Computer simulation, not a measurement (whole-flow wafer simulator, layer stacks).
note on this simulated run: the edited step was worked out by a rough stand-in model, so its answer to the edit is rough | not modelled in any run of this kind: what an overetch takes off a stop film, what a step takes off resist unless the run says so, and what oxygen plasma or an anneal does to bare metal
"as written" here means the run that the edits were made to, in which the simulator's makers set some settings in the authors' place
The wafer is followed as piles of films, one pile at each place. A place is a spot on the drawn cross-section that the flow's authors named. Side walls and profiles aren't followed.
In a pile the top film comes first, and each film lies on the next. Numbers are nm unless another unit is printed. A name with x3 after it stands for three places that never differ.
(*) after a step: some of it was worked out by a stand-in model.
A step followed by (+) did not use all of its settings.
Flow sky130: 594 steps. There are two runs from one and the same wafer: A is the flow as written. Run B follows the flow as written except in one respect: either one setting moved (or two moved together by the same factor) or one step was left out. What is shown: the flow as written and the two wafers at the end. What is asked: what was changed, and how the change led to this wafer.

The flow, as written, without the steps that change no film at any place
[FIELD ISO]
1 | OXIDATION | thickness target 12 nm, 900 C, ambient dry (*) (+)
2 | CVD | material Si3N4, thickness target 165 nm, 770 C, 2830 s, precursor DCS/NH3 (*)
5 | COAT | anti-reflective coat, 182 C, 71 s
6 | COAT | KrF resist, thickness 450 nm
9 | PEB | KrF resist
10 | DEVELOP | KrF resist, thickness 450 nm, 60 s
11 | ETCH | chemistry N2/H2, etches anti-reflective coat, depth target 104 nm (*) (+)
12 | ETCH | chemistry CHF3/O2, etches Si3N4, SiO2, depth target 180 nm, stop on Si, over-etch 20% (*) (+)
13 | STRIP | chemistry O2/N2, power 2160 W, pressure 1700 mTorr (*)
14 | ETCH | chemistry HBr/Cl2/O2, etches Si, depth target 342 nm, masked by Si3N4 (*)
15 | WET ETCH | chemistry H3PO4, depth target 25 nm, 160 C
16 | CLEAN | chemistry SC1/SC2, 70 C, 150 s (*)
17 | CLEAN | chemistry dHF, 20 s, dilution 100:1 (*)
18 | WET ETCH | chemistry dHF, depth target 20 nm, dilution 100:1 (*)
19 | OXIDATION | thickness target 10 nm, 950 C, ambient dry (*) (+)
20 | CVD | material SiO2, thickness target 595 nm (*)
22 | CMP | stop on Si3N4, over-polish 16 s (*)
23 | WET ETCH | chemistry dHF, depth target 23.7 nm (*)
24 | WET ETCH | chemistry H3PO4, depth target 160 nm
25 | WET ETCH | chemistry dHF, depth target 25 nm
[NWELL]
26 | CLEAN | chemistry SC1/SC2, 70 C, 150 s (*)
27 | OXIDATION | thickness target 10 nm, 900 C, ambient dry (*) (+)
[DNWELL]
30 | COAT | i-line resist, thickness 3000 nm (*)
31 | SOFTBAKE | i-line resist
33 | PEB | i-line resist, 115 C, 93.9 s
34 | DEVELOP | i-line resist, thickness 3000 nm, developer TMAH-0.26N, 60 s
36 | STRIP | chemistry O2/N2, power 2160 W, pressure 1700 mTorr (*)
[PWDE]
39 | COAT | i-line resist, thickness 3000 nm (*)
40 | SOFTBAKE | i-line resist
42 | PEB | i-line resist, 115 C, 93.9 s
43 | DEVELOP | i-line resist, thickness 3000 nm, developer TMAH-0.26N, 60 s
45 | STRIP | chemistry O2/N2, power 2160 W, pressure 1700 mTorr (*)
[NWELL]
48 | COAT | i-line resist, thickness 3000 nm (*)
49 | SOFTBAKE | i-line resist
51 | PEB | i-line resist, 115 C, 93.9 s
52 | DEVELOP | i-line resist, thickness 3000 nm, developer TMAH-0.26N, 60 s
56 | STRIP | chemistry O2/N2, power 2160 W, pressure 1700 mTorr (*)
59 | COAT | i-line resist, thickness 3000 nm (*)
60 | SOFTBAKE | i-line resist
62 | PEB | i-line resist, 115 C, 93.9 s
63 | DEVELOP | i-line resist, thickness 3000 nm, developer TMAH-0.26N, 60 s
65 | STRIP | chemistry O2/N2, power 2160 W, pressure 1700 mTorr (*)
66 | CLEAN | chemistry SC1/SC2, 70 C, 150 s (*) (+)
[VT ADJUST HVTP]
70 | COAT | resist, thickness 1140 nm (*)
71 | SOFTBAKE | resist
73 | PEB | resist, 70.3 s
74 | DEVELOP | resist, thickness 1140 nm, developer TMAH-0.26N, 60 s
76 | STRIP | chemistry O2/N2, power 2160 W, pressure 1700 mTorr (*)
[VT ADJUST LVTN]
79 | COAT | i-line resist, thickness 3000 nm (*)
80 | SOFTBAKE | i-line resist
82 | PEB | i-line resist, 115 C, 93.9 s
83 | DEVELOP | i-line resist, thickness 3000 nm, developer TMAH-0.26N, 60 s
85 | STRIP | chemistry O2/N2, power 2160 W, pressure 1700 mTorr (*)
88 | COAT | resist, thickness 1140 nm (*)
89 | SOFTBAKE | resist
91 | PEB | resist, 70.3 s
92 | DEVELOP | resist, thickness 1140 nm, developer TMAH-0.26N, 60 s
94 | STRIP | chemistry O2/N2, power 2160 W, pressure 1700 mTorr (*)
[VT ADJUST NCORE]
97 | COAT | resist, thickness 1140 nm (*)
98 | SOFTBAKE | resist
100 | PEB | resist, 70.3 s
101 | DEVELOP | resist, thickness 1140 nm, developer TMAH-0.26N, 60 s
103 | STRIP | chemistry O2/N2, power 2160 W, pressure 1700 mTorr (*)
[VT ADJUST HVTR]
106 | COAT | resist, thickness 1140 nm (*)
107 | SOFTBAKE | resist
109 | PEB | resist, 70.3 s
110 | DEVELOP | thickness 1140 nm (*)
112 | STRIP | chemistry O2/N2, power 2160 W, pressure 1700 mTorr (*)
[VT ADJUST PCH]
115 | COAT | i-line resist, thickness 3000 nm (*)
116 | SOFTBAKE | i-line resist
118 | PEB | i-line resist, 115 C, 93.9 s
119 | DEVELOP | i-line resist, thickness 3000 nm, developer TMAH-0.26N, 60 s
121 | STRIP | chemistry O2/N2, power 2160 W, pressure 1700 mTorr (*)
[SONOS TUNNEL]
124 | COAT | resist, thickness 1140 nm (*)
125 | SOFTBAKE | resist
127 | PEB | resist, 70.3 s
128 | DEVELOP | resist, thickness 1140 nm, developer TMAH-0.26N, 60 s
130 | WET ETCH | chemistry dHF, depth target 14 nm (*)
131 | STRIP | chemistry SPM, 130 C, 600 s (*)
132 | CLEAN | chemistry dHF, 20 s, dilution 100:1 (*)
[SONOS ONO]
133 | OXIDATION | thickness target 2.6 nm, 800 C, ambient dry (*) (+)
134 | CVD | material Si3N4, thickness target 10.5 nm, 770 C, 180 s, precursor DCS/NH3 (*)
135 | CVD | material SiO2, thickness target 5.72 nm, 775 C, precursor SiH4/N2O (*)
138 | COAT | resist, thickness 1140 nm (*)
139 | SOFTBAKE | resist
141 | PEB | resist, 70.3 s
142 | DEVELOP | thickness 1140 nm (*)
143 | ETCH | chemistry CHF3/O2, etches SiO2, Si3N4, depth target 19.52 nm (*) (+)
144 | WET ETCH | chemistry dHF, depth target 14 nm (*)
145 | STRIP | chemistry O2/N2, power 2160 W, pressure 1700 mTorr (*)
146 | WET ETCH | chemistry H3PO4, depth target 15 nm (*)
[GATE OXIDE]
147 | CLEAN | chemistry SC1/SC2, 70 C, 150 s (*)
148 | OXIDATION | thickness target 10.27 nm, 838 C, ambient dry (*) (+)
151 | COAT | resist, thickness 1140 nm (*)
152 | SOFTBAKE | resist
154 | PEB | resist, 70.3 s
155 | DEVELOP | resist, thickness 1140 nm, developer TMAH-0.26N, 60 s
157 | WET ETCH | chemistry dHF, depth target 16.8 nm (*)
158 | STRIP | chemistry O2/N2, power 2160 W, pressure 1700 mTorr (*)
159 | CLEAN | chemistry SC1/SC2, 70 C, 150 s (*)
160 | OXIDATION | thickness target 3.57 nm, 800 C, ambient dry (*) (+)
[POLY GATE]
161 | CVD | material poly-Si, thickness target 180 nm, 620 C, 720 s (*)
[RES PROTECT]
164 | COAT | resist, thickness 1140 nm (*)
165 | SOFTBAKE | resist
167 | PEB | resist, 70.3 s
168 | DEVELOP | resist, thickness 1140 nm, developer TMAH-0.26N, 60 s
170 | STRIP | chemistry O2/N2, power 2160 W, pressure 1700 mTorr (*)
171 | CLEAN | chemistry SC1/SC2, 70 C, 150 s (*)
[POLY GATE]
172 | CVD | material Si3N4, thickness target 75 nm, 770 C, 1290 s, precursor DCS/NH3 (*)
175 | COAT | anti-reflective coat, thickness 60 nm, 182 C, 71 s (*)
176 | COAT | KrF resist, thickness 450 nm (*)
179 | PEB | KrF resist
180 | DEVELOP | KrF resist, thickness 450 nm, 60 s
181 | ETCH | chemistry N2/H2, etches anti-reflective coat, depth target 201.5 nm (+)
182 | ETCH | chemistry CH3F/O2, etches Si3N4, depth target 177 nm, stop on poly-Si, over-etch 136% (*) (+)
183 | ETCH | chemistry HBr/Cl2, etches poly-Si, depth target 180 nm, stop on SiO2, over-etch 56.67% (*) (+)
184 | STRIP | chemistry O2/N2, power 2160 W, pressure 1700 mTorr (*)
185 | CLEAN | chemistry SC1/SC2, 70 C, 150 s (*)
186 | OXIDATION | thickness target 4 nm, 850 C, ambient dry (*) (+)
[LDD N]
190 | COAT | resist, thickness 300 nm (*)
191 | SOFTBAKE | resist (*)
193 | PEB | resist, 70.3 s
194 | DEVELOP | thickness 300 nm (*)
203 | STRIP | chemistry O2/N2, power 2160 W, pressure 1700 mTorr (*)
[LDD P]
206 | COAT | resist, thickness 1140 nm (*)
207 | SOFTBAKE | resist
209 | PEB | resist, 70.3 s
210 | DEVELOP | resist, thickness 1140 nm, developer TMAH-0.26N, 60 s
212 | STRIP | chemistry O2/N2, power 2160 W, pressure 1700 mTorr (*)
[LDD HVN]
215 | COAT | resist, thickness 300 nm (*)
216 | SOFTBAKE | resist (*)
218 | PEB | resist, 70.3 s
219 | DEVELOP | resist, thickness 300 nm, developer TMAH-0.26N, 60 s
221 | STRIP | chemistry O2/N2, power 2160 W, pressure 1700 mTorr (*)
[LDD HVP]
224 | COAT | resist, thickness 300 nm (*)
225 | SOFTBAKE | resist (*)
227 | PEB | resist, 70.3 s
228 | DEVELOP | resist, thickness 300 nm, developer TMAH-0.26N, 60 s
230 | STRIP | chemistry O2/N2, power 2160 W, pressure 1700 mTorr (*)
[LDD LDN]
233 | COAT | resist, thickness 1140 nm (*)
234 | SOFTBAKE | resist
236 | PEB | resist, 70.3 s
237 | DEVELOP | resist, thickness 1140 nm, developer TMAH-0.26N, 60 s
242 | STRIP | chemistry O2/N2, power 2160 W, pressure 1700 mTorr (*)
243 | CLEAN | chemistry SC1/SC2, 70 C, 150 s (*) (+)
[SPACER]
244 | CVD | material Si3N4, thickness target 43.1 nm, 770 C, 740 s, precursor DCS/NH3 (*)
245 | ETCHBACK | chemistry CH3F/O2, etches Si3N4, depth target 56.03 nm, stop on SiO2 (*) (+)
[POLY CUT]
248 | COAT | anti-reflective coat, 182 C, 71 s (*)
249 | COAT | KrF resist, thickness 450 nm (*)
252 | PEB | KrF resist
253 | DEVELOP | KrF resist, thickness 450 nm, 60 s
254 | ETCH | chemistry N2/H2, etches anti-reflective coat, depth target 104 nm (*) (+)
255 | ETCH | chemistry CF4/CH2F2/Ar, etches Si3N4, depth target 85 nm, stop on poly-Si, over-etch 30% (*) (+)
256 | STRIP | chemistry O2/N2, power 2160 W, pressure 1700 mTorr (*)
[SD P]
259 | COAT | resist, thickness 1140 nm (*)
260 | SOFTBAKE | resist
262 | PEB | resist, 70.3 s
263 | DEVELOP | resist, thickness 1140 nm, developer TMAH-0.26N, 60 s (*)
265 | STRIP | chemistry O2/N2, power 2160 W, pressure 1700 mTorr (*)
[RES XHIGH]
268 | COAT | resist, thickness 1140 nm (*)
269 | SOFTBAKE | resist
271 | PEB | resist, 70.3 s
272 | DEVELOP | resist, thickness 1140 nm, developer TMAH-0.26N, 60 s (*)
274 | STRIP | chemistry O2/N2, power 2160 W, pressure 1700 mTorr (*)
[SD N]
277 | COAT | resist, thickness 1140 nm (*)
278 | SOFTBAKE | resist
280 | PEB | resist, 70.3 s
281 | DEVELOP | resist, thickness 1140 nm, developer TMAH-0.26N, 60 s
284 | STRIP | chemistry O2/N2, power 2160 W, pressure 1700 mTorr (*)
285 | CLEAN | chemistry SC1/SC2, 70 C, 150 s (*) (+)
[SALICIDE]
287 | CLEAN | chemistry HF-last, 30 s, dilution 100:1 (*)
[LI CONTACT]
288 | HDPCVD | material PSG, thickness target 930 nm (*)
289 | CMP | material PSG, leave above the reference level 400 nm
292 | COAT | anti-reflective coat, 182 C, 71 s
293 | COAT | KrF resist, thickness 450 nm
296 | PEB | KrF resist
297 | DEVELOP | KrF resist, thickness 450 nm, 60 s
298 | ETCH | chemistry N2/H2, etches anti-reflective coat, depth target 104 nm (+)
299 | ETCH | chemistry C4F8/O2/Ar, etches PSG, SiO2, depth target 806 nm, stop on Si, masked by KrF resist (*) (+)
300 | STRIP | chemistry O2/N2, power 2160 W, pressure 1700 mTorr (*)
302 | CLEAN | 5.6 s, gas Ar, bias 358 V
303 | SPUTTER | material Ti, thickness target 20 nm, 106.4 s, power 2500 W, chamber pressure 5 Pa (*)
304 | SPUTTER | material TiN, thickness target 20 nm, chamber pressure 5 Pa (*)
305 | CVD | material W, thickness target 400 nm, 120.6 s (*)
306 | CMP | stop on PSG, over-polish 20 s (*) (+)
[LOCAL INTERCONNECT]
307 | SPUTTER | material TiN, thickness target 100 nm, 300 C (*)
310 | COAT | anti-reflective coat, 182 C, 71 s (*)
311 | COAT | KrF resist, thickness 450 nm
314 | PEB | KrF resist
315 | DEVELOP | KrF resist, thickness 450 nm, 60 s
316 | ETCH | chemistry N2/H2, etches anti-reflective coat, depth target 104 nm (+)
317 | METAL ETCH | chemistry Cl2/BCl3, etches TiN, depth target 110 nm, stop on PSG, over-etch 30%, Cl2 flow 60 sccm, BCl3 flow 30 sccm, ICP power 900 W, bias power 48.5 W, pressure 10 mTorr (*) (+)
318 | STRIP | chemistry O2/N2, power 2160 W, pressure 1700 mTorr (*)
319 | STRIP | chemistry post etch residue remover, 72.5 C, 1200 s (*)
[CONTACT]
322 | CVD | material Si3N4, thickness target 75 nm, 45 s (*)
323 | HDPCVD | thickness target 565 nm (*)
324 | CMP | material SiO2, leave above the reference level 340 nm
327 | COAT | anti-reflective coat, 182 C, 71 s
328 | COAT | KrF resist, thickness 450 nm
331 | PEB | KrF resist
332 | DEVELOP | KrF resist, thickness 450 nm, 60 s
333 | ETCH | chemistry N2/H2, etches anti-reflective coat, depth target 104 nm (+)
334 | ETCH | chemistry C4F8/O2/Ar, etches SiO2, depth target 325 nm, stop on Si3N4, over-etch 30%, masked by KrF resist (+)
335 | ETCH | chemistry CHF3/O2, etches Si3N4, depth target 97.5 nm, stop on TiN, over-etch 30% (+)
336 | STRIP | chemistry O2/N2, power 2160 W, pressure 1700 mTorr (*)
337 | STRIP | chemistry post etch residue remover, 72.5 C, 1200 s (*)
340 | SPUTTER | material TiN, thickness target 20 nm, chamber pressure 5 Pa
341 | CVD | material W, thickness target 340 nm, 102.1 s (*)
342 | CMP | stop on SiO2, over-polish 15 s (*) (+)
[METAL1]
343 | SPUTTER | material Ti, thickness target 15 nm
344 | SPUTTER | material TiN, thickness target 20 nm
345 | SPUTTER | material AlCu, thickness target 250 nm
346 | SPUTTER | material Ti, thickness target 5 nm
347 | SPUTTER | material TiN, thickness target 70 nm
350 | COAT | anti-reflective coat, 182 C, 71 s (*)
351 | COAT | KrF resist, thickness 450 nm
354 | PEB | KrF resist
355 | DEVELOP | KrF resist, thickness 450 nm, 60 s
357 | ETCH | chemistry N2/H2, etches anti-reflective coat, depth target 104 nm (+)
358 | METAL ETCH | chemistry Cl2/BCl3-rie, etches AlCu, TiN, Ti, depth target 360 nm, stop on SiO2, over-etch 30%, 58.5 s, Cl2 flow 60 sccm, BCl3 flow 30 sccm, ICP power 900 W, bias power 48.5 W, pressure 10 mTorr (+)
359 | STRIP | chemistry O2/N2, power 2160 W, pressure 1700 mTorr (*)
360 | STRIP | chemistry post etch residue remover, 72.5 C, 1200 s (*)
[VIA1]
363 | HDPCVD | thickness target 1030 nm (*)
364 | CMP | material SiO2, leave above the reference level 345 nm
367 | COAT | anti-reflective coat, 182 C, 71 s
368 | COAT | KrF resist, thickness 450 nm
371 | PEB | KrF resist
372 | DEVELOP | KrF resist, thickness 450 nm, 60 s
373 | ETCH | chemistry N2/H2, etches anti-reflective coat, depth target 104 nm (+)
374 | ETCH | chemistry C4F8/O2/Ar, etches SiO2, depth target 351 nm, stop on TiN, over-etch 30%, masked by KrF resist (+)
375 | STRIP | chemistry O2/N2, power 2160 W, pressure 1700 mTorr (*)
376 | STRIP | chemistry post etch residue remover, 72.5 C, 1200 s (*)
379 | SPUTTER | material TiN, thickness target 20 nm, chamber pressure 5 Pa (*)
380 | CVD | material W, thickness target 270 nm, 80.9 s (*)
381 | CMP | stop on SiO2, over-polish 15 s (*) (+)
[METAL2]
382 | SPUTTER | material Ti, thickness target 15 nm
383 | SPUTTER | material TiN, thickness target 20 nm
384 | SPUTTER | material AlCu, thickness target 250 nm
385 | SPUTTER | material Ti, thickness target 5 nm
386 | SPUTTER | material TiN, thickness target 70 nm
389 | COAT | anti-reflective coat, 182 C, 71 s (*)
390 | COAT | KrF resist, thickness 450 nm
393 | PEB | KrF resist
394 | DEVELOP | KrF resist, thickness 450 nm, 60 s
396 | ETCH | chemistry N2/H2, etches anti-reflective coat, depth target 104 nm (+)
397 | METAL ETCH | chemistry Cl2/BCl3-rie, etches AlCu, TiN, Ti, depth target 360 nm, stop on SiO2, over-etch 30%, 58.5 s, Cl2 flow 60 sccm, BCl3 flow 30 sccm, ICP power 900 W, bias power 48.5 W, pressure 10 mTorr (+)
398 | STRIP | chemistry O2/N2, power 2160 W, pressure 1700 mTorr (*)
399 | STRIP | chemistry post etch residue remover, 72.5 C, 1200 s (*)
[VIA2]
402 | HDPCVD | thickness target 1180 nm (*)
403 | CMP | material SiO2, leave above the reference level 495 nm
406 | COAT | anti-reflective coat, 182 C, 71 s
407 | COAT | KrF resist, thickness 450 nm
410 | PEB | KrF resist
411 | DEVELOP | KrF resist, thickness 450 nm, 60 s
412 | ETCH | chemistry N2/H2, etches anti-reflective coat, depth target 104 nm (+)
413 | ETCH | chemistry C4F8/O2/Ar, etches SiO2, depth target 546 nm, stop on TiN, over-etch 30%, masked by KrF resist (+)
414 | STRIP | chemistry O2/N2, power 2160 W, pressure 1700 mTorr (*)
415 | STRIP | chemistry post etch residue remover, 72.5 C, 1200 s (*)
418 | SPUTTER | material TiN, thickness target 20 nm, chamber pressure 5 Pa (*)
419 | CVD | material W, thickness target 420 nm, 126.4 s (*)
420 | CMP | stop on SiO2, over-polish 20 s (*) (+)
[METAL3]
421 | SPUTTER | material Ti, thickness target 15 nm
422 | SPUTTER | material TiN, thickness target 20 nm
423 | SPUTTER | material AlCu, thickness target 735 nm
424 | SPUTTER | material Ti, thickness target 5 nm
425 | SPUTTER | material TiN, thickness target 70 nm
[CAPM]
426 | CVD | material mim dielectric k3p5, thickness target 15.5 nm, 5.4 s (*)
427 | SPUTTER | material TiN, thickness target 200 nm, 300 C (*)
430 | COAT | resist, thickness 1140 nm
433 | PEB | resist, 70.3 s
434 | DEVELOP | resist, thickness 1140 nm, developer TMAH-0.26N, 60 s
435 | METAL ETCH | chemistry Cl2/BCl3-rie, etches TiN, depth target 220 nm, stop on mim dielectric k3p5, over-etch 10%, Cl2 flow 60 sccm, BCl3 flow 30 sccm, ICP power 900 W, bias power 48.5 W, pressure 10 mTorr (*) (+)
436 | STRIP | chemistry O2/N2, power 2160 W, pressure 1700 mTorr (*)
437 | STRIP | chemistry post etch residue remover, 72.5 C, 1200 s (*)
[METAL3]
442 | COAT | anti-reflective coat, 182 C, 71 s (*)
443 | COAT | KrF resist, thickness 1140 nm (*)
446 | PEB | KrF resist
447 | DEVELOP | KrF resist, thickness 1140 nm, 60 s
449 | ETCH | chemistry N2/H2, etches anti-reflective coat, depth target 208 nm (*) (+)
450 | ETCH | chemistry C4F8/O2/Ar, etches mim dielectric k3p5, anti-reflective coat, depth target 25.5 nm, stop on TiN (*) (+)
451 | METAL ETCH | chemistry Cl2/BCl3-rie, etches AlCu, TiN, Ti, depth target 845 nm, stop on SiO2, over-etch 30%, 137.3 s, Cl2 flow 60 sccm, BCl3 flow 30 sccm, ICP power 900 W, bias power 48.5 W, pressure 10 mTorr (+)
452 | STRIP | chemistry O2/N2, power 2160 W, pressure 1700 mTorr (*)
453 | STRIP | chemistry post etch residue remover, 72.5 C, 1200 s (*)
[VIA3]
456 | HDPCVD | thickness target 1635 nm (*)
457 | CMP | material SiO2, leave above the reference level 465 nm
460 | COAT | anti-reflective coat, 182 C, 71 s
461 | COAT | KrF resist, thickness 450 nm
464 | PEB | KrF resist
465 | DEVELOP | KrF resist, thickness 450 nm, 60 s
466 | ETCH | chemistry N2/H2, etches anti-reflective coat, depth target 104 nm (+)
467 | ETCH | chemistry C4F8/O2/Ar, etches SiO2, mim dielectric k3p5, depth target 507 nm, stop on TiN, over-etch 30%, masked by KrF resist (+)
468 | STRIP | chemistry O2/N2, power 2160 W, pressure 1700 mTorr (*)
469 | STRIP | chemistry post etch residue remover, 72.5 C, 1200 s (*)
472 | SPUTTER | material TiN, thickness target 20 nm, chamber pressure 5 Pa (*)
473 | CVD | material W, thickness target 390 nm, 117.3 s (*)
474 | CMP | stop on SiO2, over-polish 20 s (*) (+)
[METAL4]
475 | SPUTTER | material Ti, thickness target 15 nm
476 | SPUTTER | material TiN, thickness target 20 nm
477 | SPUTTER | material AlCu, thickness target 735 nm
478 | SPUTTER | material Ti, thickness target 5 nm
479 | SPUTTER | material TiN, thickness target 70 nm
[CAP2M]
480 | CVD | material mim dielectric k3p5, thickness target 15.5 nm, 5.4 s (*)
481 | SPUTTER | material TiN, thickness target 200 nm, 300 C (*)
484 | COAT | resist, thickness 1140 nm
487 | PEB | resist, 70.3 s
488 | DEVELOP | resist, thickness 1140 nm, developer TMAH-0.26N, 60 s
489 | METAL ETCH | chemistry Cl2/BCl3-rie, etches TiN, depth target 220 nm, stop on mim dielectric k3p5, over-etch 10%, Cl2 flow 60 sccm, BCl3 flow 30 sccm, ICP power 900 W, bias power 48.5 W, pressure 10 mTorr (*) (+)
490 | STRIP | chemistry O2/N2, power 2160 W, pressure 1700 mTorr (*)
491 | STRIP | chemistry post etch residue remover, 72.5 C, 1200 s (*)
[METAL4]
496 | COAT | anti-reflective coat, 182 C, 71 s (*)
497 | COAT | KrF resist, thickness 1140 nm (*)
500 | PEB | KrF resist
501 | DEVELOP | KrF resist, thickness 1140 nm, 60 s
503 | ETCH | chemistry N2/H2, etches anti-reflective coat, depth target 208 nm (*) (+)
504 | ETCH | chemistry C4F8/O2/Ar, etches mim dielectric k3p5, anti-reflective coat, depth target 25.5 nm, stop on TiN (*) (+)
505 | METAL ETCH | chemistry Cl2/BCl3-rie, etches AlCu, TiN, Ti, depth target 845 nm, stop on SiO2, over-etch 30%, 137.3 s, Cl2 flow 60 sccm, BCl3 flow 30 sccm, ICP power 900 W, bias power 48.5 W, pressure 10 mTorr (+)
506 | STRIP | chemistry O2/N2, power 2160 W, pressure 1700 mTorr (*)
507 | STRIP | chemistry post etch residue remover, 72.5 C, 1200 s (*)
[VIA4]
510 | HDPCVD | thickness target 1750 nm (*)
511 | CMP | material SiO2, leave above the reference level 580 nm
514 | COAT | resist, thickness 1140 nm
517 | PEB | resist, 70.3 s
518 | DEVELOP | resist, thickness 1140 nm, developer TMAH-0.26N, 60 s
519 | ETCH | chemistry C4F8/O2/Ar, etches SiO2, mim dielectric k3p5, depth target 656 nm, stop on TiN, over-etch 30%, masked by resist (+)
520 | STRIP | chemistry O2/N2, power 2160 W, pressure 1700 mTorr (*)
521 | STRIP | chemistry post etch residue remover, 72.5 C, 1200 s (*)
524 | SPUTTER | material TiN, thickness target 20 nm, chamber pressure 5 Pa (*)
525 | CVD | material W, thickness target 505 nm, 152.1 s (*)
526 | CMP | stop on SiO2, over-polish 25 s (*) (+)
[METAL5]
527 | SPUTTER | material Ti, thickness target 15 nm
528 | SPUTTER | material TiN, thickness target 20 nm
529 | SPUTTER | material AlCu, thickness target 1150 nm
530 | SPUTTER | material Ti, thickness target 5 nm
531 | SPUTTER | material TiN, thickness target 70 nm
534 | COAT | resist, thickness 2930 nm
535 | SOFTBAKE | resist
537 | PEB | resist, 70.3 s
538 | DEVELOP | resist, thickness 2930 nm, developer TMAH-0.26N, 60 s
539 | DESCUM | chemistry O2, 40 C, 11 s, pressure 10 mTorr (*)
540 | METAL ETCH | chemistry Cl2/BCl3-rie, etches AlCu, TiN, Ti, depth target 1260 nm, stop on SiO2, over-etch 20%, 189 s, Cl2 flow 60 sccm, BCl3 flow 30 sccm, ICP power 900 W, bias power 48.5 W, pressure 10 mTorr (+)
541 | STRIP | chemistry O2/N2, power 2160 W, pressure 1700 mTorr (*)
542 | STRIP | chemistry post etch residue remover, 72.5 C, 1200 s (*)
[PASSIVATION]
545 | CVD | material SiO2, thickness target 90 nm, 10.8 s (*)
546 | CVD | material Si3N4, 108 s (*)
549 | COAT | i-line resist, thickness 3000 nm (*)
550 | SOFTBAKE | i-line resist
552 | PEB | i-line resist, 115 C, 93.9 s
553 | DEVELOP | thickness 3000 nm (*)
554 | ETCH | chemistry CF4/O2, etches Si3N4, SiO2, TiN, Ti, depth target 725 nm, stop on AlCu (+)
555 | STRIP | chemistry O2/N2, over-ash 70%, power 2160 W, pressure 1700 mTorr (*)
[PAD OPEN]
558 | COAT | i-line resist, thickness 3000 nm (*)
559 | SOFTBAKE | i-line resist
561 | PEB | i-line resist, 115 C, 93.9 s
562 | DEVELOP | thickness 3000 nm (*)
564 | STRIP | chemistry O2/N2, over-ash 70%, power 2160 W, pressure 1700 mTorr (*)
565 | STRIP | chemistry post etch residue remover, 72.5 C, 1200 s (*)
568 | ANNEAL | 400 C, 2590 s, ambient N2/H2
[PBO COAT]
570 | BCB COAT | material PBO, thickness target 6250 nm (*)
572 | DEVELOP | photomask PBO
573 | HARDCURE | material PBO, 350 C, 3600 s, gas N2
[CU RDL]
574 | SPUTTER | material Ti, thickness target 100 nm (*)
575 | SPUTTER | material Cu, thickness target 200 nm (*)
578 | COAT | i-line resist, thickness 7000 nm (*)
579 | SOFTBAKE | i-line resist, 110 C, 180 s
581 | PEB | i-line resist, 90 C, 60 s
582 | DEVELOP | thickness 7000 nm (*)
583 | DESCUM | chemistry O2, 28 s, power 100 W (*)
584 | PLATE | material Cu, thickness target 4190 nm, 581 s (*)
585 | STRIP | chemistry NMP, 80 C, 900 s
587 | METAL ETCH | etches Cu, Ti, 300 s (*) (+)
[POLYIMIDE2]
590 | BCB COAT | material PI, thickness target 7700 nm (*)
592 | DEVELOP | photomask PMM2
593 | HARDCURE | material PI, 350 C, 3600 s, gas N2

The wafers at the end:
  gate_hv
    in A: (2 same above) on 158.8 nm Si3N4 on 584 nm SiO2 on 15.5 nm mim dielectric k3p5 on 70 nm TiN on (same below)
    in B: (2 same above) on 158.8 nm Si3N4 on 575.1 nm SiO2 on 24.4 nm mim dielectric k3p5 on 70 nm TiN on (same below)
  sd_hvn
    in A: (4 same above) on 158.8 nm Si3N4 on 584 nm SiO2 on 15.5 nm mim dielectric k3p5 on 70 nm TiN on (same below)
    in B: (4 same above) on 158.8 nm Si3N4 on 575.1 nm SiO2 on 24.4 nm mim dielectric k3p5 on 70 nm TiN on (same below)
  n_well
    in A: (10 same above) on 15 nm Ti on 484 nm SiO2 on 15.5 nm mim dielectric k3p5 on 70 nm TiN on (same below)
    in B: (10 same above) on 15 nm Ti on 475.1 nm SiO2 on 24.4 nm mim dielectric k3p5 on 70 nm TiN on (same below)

The reason: step 480, CVD: thickness target 24.4 nm was run, while the flow as written has thickness target 15.5 nm; step 480, CVD: 8.51 s was run, where the flow has 5.4 s.
The wafer lets one read it off: gate_hv has mim dielectric k3p5 24.4, and step 480 as written asks for 15.5 nm.

How this came from the change, step by step:
  480 | CVD | material mim dielectric k3p5, thickness target 15.5 nm, 5.4 s (*)
      field, active, n_well and 189 more: A mim dielectric k3p5 gains 15.5 (new film) | B mim dielectric k3p5 gains 24.4 (new film)
  504 | ETCH | chemistry C4F8/O2/Ar, etches mim dielectric k3p5, anti-reflective coat, depth target 25.5 nm, stop on TiN (*) (+)
      n_well, p_well, gate_hv and 102 more: A KrF resist loses 15.5 | B KrF resist loses 17
      field, active, gate and 85 more: A mim dielectric k3p5 loses 15.5 (all of it) | B mim dielectric k3p5 loses 24.4 (all of it)
  519 | ETCH | chemistry C4F8/O2/Ar, etches SiO2, mim dielectric k3p5, depth target 656 nm, stop on TiN, over-etch 30%, masked by resist (+)
      m1: A SiO2 loses 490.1 (all of it), mim dielectric k3p5 loses 15.5 (all of it) | B SiO2 loses 481.2 (all of it), mim dielectric k3p5 loses 24.4 (all of it)
      via4_hole: A SiO2 loses 489.5 (all of it), mim dielectric k3p5 loses 15.5 (all of it) | B SiO2 loses 480.6 (all of it), mim dielectric k3p5 loses 24.4 (all of it)
